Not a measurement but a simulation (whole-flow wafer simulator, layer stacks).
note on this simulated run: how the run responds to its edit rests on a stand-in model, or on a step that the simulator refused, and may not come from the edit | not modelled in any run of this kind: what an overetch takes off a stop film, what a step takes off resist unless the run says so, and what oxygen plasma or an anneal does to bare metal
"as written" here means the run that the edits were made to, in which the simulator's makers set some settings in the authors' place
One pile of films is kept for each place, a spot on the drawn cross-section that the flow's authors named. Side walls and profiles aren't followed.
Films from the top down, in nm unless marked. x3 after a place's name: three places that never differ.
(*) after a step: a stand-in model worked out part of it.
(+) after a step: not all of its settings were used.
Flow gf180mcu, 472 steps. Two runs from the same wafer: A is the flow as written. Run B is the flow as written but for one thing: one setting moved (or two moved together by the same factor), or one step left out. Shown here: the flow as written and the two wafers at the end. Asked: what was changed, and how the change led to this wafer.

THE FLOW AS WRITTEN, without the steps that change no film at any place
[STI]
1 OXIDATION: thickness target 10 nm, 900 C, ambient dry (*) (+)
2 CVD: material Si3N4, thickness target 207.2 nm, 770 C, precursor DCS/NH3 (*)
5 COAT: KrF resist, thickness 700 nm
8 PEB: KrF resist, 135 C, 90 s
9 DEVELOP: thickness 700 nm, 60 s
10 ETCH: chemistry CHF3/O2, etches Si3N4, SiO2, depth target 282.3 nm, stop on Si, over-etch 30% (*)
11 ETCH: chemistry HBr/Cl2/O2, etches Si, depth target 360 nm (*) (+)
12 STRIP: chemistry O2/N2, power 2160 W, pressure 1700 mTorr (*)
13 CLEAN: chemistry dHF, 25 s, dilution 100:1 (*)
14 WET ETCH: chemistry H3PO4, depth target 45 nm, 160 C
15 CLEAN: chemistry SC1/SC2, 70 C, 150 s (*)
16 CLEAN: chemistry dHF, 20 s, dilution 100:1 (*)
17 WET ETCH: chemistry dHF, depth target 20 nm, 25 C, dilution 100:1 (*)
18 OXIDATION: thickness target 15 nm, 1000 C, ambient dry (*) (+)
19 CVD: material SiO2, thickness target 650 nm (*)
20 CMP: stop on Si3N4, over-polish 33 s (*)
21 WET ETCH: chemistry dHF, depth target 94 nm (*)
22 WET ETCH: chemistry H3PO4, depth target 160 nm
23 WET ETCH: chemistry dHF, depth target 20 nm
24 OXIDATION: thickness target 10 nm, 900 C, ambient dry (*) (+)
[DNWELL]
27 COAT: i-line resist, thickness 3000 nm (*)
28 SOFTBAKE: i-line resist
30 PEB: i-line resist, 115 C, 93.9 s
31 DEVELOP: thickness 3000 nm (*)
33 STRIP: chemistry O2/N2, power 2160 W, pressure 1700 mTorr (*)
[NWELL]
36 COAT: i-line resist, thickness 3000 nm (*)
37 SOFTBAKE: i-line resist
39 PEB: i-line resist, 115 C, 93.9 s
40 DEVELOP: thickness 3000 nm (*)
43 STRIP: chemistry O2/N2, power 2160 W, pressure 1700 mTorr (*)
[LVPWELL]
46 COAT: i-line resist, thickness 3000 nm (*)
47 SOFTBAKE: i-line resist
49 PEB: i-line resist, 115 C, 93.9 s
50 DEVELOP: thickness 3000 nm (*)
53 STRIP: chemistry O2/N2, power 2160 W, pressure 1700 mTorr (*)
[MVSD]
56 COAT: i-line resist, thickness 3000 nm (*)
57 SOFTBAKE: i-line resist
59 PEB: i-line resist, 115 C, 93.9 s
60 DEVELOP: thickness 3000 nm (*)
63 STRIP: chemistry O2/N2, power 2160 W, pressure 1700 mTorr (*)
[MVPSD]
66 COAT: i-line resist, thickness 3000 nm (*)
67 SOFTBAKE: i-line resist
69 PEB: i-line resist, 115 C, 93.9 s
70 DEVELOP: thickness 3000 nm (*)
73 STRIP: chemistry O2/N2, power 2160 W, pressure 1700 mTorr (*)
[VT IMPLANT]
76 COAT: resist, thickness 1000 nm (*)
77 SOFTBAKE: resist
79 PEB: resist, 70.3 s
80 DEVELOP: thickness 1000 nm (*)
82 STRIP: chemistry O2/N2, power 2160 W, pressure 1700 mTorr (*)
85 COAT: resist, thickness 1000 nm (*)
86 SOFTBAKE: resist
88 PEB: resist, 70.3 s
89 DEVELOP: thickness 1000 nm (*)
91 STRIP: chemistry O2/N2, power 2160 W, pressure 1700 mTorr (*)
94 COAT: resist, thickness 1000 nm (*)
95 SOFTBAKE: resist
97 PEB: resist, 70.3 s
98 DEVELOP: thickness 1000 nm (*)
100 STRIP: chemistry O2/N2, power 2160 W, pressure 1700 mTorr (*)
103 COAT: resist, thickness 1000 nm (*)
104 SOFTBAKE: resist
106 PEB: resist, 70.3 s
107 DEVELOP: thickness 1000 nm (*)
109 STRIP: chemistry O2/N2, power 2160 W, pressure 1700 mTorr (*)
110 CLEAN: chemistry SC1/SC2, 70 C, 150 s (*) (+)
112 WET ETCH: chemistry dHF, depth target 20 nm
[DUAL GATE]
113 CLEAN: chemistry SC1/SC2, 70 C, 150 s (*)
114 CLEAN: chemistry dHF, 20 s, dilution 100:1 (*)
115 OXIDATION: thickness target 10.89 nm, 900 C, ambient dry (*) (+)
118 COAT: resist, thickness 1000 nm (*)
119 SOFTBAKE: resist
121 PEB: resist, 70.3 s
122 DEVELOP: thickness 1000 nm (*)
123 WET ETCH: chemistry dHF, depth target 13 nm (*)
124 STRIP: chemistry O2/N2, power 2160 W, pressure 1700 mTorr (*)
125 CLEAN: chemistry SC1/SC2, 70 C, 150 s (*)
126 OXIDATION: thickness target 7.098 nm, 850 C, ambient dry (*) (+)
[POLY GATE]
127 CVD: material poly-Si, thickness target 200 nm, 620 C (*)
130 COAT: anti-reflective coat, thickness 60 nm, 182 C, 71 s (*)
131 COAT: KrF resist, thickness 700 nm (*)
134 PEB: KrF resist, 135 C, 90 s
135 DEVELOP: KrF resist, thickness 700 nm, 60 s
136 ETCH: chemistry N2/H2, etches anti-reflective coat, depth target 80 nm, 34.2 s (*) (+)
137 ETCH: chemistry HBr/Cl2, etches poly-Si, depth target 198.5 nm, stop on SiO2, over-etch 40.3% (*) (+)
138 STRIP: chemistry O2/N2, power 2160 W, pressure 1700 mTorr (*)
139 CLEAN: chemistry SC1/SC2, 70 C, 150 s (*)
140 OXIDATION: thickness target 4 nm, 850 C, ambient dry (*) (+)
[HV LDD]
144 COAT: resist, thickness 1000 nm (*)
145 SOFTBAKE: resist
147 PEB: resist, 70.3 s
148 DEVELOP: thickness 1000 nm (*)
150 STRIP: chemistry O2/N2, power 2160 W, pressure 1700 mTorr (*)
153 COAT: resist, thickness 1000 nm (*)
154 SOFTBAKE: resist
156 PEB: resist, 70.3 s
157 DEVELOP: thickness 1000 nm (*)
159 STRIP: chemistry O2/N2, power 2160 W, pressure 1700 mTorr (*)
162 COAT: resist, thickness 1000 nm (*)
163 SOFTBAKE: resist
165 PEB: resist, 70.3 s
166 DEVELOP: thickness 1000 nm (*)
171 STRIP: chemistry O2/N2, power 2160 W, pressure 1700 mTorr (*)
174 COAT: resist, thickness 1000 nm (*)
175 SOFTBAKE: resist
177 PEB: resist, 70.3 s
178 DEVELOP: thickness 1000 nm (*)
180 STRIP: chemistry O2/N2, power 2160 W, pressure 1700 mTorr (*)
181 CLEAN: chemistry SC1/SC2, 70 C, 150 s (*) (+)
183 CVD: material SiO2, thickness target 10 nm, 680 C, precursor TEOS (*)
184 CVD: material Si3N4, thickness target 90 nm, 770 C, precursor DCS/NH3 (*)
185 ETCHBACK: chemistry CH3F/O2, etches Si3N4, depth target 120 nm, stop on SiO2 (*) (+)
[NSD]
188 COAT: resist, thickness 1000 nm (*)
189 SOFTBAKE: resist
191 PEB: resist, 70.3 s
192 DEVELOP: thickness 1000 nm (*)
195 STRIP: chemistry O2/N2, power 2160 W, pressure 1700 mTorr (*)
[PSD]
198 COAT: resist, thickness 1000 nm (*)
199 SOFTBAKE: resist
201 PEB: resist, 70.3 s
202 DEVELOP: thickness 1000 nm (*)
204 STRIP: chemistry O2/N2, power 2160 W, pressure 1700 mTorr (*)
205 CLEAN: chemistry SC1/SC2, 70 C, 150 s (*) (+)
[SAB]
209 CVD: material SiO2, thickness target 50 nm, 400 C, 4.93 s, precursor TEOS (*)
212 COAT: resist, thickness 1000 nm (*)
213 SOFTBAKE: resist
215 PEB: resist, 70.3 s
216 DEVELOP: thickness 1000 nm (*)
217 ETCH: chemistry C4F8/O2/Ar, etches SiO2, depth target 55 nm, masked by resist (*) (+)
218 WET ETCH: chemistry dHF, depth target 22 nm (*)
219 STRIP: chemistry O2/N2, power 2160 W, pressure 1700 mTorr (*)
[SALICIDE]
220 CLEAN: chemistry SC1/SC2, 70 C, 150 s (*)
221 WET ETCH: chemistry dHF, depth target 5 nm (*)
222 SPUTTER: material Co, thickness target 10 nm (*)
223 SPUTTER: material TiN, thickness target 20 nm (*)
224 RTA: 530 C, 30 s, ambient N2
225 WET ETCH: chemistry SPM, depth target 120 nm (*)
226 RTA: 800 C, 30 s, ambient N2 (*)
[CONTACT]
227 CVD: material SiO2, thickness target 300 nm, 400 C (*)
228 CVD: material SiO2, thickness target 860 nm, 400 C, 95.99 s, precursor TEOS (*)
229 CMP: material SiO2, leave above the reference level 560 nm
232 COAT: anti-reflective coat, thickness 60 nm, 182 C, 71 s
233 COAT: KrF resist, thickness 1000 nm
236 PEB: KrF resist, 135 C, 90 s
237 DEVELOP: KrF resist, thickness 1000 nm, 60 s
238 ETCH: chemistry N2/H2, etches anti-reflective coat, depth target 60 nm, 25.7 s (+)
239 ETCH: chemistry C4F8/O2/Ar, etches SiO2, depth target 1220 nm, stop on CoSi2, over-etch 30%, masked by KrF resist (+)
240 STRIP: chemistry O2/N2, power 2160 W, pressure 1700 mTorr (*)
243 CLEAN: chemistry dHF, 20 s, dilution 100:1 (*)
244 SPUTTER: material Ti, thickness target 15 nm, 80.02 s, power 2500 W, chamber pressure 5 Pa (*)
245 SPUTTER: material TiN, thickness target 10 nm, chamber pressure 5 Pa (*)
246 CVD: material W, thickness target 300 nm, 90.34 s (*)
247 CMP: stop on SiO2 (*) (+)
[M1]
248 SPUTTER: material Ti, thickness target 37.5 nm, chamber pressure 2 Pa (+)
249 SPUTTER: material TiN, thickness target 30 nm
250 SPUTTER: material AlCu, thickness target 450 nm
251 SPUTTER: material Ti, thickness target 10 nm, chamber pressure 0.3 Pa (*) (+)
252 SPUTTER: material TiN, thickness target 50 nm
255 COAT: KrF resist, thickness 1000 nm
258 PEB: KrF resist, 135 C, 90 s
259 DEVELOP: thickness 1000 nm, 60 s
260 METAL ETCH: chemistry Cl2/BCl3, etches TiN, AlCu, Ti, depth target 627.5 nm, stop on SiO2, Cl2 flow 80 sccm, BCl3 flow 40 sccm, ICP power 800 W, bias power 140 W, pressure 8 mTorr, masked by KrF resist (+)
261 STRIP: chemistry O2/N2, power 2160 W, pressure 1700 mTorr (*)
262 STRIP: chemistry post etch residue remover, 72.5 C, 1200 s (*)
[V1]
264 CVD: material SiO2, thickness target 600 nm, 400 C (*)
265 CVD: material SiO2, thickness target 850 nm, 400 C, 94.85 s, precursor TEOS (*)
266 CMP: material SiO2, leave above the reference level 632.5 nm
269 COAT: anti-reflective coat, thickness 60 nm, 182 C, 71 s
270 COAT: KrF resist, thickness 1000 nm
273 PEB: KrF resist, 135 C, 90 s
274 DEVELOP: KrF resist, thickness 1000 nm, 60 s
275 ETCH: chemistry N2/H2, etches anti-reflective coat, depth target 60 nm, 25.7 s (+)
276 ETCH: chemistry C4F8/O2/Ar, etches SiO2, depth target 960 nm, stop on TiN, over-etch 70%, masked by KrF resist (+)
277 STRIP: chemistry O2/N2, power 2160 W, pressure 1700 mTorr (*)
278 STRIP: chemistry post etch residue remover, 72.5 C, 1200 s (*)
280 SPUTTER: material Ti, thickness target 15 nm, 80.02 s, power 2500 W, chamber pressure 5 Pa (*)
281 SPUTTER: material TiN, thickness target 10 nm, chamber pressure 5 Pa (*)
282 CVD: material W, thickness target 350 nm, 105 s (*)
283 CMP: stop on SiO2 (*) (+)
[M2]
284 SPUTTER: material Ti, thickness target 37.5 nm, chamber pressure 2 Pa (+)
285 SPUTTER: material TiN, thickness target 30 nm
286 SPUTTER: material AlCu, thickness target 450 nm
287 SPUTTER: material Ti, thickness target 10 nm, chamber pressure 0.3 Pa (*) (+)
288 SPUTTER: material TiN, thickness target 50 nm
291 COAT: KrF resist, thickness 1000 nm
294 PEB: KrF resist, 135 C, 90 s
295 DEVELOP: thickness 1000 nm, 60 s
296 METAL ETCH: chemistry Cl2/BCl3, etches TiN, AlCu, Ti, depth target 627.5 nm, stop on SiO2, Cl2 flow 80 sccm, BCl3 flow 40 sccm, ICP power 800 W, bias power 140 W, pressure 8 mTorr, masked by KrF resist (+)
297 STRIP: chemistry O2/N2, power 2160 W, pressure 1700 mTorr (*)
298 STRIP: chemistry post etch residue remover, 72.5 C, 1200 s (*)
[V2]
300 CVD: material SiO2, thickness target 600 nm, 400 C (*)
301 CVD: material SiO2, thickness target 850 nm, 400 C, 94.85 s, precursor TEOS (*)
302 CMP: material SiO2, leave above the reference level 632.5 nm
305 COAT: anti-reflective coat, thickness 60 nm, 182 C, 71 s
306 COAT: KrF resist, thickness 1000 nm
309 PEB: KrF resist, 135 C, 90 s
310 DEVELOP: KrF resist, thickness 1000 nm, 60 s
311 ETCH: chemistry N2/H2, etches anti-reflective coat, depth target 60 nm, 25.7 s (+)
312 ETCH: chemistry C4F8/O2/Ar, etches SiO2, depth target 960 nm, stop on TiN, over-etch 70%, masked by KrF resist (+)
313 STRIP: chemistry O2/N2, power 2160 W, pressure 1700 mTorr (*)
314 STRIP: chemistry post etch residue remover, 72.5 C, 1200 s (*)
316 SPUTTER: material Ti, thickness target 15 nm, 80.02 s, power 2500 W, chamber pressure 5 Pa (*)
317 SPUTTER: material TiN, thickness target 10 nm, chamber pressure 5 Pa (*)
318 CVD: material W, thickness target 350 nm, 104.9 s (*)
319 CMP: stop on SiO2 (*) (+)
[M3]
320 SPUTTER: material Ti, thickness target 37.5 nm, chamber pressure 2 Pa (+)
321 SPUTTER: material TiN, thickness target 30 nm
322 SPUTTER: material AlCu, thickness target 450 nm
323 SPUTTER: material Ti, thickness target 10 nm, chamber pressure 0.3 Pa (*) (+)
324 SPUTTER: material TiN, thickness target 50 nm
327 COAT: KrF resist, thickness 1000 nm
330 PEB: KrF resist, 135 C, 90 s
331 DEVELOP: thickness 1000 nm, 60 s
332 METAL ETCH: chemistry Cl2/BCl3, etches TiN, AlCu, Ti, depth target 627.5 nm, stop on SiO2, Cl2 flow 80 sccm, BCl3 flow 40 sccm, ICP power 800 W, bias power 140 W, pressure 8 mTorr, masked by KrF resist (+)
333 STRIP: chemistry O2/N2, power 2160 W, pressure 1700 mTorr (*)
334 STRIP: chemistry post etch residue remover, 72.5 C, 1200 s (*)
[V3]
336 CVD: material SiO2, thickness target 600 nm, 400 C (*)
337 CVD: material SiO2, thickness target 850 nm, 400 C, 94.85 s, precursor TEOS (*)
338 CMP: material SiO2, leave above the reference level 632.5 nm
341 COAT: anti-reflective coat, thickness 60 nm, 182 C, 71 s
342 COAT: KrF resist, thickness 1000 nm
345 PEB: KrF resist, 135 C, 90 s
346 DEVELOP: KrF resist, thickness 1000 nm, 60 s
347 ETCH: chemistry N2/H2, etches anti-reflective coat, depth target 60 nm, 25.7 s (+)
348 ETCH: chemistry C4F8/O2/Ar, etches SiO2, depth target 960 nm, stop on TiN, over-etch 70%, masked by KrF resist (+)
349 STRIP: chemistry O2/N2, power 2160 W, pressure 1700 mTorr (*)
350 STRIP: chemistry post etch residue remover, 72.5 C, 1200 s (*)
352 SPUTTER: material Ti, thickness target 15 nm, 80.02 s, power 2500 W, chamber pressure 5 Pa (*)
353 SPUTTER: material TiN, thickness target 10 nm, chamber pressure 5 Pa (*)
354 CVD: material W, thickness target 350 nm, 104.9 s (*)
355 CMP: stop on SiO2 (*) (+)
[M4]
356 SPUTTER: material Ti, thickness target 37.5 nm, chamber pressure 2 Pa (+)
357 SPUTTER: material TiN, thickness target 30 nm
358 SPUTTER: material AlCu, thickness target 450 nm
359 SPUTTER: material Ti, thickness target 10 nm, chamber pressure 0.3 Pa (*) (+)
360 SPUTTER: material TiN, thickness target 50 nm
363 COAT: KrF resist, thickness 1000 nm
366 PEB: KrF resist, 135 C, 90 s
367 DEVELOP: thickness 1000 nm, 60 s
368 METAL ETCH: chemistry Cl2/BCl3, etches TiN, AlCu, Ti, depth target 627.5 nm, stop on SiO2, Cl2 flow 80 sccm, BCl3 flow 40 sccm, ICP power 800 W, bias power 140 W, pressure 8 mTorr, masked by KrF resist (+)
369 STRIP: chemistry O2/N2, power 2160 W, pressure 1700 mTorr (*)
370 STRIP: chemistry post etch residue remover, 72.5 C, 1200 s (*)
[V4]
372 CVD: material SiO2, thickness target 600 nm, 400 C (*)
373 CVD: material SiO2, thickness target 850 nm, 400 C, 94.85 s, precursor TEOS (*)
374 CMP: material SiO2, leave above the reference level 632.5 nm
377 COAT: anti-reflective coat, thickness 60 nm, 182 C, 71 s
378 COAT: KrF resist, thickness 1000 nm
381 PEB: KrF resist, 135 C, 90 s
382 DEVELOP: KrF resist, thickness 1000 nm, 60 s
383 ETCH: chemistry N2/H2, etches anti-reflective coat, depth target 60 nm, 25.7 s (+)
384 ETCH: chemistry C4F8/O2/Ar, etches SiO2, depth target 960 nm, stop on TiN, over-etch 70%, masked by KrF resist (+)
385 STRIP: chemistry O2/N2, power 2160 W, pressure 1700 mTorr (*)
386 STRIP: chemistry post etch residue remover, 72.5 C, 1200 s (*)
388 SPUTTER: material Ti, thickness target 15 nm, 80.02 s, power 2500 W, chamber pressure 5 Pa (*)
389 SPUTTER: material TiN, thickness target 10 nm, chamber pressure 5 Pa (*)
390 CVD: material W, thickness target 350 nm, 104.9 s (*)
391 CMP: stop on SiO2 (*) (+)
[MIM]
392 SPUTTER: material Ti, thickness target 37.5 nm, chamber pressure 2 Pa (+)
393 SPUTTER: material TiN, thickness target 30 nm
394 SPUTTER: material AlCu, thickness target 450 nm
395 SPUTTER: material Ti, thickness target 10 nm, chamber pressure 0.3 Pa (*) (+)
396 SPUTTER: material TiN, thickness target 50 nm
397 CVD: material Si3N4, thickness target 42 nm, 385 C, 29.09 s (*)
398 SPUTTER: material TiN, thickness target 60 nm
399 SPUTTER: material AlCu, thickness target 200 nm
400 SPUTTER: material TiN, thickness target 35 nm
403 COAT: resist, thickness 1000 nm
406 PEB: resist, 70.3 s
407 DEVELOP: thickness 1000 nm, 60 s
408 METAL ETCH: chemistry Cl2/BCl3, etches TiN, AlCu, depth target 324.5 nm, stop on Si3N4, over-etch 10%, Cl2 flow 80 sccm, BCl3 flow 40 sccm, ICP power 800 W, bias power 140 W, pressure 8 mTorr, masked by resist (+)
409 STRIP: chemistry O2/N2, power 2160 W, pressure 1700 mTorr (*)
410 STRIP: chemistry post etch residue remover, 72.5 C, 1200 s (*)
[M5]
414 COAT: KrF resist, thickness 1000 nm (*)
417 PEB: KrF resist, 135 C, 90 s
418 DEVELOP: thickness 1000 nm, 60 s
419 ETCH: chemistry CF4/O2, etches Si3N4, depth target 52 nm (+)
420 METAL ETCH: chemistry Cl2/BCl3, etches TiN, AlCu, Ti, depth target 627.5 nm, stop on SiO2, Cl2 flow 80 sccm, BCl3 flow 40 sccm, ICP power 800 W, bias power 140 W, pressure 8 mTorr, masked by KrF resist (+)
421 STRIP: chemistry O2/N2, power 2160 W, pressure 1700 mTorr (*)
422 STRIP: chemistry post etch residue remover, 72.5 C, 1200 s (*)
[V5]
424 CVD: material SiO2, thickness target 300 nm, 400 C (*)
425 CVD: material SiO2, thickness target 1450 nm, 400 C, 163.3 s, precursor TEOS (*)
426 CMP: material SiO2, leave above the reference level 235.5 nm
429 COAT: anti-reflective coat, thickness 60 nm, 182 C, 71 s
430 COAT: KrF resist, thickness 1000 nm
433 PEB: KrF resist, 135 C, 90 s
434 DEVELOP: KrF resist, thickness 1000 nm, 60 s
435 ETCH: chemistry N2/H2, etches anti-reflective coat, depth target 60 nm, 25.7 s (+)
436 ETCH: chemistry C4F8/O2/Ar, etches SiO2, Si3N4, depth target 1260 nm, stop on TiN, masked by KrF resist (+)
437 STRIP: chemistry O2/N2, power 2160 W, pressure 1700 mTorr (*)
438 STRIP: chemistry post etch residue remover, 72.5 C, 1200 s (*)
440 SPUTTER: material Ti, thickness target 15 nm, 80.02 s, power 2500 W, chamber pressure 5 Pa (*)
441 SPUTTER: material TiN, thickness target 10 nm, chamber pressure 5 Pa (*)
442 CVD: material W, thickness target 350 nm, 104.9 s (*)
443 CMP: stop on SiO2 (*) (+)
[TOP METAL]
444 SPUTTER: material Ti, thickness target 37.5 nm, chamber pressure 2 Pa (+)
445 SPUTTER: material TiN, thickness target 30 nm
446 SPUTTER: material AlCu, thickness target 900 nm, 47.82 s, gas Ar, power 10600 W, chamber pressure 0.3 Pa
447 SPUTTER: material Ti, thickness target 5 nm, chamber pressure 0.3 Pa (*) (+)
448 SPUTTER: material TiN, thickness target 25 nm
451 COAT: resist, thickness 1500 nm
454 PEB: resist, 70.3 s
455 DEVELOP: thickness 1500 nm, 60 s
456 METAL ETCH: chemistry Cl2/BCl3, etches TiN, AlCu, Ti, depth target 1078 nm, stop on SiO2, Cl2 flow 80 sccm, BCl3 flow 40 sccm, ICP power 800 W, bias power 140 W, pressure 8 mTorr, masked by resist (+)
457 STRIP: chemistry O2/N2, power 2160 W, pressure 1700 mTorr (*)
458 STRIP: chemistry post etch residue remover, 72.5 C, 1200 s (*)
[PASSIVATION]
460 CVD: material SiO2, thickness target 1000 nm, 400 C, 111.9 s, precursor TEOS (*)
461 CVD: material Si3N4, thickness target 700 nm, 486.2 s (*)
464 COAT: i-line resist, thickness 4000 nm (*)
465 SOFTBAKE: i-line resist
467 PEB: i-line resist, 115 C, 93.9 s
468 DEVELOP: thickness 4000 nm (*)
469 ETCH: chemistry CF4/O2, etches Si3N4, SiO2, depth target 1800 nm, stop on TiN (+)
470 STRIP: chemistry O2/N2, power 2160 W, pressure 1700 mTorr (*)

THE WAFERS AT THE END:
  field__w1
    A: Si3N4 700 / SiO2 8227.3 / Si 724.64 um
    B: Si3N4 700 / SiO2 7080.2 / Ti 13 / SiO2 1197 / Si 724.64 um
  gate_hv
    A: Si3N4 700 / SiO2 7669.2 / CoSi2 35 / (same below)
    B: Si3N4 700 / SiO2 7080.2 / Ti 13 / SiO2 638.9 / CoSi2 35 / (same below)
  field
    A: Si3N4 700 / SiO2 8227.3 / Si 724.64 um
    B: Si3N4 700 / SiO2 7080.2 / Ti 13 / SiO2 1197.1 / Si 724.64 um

The cause: step 250, SPUTTER: thickness target 513 nm was run, where the flow has thickness target 450 nm.

How the change led to this, step by step:
  250 SPUTTER: material AlCu, thickness target 450 nm
      field, field__w1, field__w2 and 108 more: A AlCu +450 (new film) | B AlCu +513 (new film)
  260 METAL ETCH: chemistry Cl2/BCl3, etches TiN, AlCu, Ti, depth target 627.5 nm, stop on SiO2, Cl2 flow 80 sccm, BCl3 flow 40 sccm, ICP power 800 W, bias power 140 W, pressure 8 mTorr, masked by KrF resist (+)
      field, field__w1, field__w2 and 99 more: A TiN -50 (all of it), Ti -10 (all of it), AlCu -450 (all of it), TiN -30 (all of it), Ti -37.5 (all of it) | B TiN -50 (all of it), Ti -10 (all of it), AlCu -513 (all of it), TiN -30 (all of it), Ti -24.5
  264 CVD: material SiO2, thickness target 600 nm, 400 C (*)
      field, field__w1, field__w2 and 99 more: A SiO2 +600 | B SiO2 +600 (new film)
  266 CMP: material SiO2, leave above the reference level 632.5 nm
      field, field__w1, field__w2 and 99 more: A SiO2 -300 | B SiO2 -250
Counting metal films that touch as one body, field__w1 has 1 body; the flow as written gives 0 bodies.
Counting metal films that touch as one body, gate_hv has 2 bodies (between them, from the top down: SiO2 638.9); the flow as written gives 1 body.
Counting metal films that touch as one body, field has 1 body; the flow as written gives 0 bodies.
